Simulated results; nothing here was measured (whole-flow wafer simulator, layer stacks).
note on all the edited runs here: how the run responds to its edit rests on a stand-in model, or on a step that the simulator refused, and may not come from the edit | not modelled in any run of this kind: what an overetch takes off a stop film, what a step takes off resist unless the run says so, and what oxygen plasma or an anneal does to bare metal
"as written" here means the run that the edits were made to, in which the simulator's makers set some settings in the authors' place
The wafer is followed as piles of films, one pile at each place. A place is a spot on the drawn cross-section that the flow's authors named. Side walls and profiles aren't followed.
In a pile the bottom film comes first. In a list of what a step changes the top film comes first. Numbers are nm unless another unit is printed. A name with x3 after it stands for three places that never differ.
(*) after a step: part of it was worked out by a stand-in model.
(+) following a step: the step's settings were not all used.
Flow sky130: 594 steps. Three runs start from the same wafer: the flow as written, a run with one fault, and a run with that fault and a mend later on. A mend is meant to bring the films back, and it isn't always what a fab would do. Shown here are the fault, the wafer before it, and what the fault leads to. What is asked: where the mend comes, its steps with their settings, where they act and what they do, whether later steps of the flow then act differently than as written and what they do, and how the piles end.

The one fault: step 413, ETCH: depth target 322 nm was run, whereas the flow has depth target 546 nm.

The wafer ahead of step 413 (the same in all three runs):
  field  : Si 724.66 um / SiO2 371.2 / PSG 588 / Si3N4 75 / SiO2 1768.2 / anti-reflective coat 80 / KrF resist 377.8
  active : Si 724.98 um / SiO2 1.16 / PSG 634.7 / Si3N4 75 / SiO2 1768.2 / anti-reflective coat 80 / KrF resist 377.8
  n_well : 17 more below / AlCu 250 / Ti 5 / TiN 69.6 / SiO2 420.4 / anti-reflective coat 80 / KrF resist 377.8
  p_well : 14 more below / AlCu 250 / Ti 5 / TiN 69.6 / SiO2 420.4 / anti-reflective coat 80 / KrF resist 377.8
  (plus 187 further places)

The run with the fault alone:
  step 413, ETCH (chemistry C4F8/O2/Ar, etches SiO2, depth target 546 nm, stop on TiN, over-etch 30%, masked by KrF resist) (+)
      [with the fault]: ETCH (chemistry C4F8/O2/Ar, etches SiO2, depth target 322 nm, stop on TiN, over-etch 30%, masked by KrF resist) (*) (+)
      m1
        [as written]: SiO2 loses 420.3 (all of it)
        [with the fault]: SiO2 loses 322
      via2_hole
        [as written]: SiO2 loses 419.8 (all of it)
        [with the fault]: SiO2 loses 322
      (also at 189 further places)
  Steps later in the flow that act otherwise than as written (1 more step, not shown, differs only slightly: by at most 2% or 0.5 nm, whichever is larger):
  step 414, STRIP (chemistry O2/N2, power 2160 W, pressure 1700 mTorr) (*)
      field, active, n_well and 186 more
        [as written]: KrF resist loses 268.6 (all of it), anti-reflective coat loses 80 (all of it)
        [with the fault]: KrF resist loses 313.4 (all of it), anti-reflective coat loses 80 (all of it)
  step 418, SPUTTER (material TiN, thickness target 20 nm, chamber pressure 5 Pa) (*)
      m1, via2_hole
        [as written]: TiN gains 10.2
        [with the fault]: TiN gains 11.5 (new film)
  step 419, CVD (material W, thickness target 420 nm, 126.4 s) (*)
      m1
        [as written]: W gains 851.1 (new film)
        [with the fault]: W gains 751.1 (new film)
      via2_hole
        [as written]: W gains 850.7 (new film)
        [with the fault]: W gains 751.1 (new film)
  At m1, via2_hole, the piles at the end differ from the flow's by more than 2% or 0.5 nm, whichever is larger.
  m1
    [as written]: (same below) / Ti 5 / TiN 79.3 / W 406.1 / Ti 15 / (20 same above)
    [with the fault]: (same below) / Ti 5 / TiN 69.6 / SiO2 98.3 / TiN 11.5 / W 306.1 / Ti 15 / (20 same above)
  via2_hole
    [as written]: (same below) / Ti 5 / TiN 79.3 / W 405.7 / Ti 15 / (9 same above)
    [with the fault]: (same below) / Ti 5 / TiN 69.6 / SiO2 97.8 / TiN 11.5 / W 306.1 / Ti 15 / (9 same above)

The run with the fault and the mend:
  The mend follows step 413.
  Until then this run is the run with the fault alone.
  step 413a, ETCH (chemistry C4F8/O2/Ar, etches SiO2, depth target 224 nm, stop on TiN, over-etch 30%, masked by KrF resist) (+) (the flow's step 413, run once more with other settings)
      field, active, n_well and 186 more
        KrF resist loses 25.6
      m1
        SiO2 loses 98.3 (all of it)
      via2_hole
        SiO2 loses 97.8 (all of it)
  Steps later in the flow that act otherwise than as written:
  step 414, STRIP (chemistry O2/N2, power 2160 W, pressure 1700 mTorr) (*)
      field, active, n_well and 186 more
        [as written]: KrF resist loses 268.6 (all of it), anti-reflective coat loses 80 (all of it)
        [with the mend]: KrF resist loses 287.9 (all of it), anti-reflective coat loses 80 (all of it)
  By the end, the piles equal the flow's at every place that both follow.
